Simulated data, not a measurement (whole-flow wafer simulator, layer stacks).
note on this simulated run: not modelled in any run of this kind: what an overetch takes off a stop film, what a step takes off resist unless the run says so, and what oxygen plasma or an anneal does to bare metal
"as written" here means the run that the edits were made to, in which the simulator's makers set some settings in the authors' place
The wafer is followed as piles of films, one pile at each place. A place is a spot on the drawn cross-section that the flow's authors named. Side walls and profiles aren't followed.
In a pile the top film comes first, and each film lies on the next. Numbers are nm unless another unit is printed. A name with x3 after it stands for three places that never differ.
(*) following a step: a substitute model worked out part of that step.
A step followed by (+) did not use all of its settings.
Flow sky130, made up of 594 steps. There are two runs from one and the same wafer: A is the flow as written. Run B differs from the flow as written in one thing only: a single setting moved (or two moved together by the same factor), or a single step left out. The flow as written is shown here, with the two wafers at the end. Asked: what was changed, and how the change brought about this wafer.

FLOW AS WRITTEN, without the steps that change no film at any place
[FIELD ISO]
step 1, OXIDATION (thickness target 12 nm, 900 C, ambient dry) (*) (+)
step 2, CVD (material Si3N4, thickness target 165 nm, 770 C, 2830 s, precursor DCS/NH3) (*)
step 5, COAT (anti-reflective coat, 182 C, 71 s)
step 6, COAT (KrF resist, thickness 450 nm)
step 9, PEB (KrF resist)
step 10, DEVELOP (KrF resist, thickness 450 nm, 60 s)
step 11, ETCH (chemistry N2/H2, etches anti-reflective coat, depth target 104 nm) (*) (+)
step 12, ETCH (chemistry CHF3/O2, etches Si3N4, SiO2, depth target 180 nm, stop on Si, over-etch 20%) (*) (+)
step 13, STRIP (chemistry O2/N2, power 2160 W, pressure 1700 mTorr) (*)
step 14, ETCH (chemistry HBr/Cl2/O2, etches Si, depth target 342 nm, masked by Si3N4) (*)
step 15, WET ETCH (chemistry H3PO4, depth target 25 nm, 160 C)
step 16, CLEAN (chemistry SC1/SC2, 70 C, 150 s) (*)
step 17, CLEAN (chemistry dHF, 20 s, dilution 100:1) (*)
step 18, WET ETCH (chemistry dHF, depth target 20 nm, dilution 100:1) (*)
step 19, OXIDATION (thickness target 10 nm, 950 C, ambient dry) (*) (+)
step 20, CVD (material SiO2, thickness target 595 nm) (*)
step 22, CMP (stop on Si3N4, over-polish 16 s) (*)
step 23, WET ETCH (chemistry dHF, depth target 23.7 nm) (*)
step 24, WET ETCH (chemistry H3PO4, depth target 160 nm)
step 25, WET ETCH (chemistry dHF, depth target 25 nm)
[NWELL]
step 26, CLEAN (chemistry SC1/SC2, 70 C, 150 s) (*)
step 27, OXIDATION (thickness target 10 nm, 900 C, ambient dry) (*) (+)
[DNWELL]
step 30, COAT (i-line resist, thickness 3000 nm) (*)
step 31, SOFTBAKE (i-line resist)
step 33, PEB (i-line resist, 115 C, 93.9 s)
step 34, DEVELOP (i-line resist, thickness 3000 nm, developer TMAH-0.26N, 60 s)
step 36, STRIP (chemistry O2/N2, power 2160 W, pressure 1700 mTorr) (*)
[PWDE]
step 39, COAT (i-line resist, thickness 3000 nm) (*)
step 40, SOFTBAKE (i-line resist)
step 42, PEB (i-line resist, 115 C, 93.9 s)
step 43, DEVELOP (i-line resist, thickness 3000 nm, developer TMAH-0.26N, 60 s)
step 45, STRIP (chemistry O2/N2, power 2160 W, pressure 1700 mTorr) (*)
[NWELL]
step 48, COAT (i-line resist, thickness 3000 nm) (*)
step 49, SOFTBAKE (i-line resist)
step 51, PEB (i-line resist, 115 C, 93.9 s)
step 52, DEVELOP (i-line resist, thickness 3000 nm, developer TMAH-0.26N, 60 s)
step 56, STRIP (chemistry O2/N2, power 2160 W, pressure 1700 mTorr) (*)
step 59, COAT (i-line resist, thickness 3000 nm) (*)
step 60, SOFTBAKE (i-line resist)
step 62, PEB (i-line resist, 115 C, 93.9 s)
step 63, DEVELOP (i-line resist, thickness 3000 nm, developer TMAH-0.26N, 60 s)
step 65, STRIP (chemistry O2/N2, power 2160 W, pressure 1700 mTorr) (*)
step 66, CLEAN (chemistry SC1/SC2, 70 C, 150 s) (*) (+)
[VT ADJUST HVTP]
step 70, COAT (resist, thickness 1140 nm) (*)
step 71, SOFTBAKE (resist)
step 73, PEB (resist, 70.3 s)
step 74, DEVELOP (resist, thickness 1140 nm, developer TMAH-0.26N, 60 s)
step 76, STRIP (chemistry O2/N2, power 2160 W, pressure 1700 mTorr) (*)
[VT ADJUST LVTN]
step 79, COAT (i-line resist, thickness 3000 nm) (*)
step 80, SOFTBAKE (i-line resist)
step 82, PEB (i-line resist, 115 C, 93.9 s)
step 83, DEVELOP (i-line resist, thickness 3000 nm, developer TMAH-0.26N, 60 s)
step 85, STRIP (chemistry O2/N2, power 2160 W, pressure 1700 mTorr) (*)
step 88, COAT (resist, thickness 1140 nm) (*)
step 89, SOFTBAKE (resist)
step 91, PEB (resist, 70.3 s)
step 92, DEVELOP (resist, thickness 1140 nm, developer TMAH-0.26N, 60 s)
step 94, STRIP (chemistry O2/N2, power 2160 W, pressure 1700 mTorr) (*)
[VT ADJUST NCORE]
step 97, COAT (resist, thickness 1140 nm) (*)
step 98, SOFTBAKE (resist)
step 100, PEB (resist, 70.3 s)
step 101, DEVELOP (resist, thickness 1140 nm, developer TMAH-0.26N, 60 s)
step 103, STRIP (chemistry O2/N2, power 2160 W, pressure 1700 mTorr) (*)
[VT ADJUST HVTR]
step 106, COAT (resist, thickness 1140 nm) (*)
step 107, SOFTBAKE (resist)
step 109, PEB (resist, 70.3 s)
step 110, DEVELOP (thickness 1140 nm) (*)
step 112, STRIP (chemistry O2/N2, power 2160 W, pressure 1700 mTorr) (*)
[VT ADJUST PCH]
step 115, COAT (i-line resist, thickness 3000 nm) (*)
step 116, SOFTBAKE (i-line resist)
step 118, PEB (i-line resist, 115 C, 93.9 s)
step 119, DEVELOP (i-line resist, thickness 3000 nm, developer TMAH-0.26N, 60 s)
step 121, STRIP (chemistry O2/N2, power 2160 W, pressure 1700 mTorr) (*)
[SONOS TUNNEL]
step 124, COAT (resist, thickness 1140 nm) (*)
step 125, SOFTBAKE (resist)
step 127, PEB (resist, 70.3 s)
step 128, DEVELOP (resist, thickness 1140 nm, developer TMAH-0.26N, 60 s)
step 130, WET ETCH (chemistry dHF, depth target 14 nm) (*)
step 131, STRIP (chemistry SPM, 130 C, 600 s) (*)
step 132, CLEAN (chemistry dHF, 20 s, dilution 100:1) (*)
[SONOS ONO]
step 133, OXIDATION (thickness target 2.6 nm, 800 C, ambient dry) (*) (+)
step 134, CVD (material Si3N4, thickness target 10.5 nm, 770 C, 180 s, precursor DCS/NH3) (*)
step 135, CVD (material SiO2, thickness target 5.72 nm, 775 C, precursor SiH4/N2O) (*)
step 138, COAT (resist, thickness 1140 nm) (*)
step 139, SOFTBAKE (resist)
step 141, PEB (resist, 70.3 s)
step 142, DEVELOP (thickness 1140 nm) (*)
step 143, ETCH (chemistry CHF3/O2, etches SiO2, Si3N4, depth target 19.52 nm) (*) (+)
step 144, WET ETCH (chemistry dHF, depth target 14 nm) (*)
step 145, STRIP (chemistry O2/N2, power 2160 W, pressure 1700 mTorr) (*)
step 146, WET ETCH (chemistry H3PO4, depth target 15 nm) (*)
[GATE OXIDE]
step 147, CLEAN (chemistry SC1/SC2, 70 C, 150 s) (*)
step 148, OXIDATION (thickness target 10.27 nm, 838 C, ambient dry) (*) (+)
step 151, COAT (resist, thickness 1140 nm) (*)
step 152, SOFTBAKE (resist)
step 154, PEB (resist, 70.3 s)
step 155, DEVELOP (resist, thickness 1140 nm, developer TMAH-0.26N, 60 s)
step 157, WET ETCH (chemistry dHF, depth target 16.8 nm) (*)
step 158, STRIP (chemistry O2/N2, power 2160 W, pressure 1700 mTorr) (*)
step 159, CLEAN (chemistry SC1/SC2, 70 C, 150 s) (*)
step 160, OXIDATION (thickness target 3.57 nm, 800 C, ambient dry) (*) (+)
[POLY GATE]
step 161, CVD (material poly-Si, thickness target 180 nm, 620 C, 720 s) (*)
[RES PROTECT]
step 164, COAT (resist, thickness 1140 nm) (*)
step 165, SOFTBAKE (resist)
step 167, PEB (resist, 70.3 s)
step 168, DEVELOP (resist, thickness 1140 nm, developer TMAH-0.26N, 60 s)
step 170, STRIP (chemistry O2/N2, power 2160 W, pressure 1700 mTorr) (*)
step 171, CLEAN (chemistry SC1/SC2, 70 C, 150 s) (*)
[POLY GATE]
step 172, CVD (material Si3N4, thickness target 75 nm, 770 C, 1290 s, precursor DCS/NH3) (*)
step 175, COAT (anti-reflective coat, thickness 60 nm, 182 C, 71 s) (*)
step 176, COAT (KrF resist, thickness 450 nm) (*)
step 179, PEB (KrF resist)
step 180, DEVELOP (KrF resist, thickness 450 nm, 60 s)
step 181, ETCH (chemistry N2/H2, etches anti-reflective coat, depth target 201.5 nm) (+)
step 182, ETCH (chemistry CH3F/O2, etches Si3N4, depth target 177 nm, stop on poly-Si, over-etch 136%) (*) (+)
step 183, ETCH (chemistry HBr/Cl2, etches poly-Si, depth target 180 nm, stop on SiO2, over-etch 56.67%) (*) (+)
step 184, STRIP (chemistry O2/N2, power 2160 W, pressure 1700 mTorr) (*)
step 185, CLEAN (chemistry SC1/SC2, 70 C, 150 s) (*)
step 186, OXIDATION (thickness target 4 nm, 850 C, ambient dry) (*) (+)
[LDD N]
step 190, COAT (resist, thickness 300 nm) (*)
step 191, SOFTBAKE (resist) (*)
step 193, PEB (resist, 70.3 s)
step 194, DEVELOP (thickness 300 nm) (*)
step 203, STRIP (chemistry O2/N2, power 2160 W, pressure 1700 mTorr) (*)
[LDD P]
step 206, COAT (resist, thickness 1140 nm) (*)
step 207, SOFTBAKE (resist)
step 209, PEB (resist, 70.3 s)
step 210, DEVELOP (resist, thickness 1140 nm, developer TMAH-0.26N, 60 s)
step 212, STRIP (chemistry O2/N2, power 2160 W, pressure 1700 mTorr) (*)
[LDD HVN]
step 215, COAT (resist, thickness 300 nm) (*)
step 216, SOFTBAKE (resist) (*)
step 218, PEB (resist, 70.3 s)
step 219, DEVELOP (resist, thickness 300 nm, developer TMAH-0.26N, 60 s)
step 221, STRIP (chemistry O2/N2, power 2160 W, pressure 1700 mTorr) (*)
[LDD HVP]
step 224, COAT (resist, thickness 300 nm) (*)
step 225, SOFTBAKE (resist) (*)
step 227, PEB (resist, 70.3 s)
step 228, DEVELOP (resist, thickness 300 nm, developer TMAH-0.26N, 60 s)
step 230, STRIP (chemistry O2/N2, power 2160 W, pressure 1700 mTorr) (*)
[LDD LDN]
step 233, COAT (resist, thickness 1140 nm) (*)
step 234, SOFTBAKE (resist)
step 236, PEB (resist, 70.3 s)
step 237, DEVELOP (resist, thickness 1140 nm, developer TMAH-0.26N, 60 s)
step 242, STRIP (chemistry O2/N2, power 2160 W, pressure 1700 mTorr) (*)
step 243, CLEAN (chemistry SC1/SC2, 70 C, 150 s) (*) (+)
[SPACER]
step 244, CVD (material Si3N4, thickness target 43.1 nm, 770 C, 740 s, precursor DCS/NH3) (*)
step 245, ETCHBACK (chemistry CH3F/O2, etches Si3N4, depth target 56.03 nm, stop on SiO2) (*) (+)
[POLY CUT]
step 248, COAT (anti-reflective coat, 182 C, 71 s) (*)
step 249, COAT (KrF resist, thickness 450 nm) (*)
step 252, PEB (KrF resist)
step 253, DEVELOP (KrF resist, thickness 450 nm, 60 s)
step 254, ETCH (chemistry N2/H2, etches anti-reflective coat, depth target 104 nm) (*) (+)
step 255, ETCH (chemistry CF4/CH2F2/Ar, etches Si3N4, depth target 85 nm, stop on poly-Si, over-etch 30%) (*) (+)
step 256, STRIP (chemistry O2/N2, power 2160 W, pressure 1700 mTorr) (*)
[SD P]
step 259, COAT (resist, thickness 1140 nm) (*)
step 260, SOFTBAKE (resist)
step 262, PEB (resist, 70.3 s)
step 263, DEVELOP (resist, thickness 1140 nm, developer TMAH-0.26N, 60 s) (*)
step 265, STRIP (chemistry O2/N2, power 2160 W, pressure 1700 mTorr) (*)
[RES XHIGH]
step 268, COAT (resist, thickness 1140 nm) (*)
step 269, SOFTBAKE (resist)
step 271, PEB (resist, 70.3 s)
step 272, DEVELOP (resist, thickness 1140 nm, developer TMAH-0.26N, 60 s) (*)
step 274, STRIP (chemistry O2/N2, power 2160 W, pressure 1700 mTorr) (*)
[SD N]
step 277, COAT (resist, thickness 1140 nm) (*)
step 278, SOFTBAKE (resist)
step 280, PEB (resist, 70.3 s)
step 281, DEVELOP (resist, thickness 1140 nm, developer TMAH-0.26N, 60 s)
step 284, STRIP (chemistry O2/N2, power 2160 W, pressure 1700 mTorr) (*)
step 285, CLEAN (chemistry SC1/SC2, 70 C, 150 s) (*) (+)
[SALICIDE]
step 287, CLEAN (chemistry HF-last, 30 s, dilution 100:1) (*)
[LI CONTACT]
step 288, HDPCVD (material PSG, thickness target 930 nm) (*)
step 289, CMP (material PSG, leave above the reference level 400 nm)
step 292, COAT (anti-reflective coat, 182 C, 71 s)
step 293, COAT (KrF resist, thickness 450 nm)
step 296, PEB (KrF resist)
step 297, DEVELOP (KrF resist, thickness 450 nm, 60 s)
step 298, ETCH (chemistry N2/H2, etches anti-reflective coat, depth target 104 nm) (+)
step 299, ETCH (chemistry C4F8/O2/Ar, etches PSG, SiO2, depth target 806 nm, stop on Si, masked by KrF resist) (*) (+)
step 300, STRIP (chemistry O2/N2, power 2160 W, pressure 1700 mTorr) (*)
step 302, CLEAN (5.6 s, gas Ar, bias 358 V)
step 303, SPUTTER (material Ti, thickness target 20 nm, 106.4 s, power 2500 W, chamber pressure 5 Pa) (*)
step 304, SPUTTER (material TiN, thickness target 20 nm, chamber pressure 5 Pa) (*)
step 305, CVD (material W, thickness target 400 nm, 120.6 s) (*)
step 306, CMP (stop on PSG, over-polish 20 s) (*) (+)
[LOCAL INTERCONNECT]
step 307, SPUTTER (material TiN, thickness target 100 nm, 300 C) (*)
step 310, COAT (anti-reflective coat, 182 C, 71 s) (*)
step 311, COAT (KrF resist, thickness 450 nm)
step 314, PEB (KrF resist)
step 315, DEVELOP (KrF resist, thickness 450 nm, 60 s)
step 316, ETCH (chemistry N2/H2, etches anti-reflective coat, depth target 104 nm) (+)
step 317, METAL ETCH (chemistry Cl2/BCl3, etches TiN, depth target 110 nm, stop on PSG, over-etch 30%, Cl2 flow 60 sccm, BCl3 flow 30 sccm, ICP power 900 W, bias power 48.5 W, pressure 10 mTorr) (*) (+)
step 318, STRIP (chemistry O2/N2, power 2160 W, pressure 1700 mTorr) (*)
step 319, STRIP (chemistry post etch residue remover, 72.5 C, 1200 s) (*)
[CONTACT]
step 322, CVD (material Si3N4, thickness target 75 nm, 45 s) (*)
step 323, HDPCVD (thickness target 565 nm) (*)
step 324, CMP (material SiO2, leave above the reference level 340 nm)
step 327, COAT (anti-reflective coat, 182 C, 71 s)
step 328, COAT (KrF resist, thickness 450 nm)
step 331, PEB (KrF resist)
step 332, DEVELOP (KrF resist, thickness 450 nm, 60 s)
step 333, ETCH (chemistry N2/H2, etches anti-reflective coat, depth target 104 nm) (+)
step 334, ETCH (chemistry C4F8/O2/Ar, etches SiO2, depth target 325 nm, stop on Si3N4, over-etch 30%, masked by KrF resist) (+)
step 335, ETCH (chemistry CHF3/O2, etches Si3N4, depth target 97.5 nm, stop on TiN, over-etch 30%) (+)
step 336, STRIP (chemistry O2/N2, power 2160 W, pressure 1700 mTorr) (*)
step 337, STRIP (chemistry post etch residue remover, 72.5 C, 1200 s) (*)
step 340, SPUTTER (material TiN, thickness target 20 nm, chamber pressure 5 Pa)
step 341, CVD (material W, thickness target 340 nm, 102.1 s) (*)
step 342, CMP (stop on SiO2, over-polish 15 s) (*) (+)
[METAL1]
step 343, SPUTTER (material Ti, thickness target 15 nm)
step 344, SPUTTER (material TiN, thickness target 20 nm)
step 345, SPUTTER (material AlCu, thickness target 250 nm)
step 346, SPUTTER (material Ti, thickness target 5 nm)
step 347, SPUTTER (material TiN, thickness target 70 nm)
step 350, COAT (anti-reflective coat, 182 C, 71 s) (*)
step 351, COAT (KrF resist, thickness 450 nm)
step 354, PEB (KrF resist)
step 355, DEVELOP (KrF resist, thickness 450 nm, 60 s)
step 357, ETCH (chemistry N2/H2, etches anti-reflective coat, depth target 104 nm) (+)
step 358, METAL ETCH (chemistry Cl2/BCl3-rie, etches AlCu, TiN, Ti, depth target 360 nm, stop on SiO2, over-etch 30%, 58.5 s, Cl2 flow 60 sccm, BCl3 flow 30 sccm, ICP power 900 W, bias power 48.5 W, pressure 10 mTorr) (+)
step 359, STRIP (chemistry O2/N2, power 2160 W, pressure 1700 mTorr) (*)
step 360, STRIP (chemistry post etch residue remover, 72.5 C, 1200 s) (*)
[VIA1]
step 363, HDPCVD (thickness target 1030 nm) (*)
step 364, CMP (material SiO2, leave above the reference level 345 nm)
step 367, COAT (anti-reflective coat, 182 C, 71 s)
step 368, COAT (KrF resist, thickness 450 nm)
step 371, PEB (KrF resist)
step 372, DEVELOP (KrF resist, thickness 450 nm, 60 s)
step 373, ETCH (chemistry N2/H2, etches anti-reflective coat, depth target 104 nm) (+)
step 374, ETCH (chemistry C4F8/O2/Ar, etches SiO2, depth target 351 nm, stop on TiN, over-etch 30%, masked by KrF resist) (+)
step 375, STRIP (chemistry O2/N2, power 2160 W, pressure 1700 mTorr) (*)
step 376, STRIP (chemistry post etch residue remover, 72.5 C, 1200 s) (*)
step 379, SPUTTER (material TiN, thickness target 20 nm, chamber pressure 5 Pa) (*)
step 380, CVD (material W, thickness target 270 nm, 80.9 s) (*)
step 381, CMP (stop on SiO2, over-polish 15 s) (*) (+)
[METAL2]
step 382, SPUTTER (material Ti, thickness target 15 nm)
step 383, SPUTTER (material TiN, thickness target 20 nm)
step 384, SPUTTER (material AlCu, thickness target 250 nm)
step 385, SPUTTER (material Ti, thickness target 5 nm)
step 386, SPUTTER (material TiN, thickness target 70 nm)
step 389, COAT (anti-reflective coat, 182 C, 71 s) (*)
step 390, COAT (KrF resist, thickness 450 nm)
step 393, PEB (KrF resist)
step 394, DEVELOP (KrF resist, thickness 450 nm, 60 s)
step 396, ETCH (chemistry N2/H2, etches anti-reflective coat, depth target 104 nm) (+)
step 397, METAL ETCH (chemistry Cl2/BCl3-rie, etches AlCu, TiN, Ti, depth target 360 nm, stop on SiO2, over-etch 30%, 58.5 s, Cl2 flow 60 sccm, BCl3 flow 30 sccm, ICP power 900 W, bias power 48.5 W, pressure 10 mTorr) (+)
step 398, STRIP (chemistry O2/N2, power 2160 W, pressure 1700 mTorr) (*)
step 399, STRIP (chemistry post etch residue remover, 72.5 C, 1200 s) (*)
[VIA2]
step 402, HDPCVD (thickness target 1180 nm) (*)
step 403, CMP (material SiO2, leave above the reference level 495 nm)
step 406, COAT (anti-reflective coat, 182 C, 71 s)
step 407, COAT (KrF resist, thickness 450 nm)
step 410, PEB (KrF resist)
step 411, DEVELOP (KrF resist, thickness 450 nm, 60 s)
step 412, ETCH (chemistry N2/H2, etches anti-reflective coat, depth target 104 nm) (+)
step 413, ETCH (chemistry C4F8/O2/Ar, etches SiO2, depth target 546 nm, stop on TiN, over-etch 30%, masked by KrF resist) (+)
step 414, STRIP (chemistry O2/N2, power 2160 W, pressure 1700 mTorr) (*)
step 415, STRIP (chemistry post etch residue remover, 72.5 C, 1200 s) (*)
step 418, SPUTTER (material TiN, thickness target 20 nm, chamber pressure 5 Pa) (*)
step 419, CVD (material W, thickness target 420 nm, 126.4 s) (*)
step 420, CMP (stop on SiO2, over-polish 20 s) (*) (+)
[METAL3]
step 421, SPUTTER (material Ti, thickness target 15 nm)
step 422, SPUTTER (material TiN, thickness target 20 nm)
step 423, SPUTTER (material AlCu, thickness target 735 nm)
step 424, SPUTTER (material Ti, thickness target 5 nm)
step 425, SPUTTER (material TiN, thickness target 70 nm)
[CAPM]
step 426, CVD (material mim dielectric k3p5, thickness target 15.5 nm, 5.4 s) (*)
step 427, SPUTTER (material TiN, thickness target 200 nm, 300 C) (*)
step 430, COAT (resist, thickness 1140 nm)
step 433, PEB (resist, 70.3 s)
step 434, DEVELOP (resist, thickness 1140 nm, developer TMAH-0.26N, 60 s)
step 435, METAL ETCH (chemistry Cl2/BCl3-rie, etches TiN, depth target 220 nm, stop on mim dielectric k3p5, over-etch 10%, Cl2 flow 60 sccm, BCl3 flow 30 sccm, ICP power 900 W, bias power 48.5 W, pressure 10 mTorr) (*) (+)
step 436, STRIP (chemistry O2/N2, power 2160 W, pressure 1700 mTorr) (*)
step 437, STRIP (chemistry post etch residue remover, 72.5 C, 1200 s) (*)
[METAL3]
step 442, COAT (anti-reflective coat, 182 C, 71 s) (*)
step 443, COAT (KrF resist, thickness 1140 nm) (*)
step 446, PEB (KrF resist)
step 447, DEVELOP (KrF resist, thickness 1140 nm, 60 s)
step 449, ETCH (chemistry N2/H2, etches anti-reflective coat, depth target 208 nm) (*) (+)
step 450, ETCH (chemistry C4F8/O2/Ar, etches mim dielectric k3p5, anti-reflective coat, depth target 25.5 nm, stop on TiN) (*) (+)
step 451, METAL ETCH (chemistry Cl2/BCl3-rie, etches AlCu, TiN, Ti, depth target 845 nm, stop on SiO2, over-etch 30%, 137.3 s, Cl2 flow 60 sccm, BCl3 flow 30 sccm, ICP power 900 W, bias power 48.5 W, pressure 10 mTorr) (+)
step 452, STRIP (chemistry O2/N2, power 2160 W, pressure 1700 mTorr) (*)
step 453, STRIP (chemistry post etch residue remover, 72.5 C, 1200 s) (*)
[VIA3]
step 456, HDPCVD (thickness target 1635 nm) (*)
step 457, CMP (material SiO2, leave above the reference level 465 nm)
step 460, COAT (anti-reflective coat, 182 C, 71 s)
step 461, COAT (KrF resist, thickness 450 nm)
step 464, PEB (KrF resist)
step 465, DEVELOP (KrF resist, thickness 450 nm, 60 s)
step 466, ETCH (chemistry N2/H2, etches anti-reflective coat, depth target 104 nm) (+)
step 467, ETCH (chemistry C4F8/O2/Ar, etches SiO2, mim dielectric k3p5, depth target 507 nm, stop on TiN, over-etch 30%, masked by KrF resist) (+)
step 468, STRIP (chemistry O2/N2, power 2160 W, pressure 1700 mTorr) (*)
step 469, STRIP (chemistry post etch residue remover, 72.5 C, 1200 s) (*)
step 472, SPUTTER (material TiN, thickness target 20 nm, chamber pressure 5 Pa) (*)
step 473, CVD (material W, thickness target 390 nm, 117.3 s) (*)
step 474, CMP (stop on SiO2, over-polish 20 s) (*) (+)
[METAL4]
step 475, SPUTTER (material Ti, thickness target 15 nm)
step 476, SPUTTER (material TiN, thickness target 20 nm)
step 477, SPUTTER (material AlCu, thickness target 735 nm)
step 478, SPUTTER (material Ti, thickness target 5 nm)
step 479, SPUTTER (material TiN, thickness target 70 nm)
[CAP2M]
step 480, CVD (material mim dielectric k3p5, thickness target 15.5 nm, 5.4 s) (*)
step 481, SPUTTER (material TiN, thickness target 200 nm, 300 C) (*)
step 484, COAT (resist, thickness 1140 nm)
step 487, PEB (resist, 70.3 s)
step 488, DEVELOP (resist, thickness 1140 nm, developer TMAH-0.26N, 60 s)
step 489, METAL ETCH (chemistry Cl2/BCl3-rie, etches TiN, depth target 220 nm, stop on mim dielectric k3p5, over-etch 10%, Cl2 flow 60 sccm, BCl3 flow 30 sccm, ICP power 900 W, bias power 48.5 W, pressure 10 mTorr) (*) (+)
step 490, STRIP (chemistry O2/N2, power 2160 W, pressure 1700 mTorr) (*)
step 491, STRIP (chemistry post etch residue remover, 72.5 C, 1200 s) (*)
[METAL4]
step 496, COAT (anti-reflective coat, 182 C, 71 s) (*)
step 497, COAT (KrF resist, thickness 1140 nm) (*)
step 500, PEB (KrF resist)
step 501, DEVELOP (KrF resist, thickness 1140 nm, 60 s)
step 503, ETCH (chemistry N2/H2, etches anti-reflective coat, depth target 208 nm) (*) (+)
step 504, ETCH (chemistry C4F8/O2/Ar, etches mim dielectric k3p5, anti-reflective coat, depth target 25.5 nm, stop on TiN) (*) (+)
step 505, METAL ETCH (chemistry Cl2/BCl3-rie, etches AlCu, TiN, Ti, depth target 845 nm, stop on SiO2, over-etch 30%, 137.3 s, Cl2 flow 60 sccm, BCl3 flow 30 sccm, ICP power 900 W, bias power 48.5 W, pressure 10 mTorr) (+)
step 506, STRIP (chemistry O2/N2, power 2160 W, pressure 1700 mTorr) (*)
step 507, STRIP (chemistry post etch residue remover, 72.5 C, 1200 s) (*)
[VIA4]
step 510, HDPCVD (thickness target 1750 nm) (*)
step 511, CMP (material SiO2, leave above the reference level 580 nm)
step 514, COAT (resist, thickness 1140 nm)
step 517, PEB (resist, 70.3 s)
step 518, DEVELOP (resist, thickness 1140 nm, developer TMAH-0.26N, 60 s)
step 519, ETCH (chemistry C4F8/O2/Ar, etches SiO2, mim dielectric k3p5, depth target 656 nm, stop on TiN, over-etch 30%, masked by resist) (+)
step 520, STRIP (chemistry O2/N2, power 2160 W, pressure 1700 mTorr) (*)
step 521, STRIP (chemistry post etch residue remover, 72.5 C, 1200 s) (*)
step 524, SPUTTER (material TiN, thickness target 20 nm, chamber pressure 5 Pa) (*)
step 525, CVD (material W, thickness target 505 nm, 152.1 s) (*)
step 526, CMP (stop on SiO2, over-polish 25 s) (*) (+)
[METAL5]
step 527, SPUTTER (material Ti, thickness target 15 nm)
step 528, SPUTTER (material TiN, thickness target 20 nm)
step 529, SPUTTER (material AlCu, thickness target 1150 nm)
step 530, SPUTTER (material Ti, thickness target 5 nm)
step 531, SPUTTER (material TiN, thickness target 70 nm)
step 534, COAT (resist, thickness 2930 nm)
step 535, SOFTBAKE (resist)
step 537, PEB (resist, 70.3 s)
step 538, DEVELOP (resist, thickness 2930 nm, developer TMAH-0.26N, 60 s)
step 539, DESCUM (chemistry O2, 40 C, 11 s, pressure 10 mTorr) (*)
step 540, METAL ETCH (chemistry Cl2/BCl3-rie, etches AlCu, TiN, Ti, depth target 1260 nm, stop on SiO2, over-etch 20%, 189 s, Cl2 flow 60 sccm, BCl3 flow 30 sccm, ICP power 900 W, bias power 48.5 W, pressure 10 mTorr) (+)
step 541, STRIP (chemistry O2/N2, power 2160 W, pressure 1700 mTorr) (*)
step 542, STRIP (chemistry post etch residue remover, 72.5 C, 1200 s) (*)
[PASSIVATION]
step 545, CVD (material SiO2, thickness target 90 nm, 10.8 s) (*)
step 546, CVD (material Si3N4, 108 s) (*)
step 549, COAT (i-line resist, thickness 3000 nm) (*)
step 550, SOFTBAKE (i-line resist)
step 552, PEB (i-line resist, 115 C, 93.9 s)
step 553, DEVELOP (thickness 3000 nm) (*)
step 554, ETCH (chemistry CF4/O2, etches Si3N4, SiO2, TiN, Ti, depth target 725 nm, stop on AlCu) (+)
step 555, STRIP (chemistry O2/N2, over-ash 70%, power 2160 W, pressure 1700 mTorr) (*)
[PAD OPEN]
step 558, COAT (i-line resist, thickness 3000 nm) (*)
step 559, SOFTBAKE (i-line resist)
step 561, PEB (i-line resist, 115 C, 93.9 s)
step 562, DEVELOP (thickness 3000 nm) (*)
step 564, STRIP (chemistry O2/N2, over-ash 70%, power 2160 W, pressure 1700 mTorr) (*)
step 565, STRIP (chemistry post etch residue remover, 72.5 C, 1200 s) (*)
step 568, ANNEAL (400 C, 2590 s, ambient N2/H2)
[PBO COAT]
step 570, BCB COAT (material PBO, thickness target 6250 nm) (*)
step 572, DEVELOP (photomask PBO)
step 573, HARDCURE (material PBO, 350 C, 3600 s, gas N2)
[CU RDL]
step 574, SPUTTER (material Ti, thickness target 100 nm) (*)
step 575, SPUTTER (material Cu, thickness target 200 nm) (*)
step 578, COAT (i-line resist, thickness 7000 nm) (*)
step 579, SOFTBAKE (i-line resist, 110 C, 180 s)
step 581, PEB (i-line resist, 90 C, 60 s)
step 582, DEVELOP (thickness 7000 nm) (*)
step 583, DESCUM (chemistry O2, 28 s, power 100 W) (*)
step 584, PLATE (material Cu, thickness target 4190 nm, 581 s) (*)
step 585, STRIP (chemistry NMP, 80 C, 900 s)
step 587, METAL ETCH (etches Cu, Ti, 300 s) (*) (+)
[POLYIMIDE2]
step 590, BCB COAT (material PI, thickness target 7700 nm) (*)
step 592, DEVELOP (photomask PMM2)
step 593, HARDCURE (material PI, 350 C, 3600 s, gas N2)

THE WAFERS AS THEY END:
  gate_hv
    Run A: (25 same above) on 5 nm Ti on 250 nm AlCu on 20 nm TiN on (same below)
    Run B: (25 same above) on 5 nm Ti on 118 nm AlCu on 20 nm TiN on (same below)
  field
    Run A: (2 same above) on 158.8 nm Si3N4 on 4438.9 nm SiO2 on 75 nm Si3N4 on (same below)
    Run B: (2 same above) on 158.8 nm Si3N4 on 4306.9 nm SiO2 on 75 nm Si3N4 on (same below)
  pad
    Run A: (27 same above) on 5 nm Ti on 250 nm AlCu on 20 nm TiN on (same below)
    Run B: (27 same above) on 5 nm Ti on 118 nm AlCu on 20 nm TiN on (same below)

The reason: step 345, SPUTTER: thickness target 118 nm was run, though the flow has thickness target 250 nm.
The wafer itself shows it: gate_hv has AlCu 118, and step 345 as written asks for 250 nm.

Step by step, how the change led to this:
  step 345, SPUTTER (material AlCu, thickness target 250 nm)
      field, active, n_well and 188 more: A +250 AlCu (new film) | B +118 AlCu (new film)
  step 358, METAL ETCH (chemistry Cl2/BCl3-rie, etches AlCu, TiN, Ti, depth target 360 nm, stop on SiO2, over-etch 30%, 58.5 s, Cl2 flow 60 sccm, BCl3 flow 30 sccm, ICP power 900 W, bias power 48.5 W, pressure 10 mTorr) (+)
      field, active, gate and 81 more: A -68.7 TiN (all of it), -5 Ti (all of it), -250 AlCu (all of it), -20 TiN (all of it), -15 Ti (all of it), -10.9 SiO2 | B -68.7 TiN (all of it), -5 Ti (all of it), -118 AlCu (all of it), -20 TiN (all of it), -15 Ti (all of it), -24.1 SiO2
  step 364, CMP (material SiO2, leave above the reference level 345 nm)
      field, active, gate and 81 more: A -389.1 SiO2 | B -507.9 SiO2
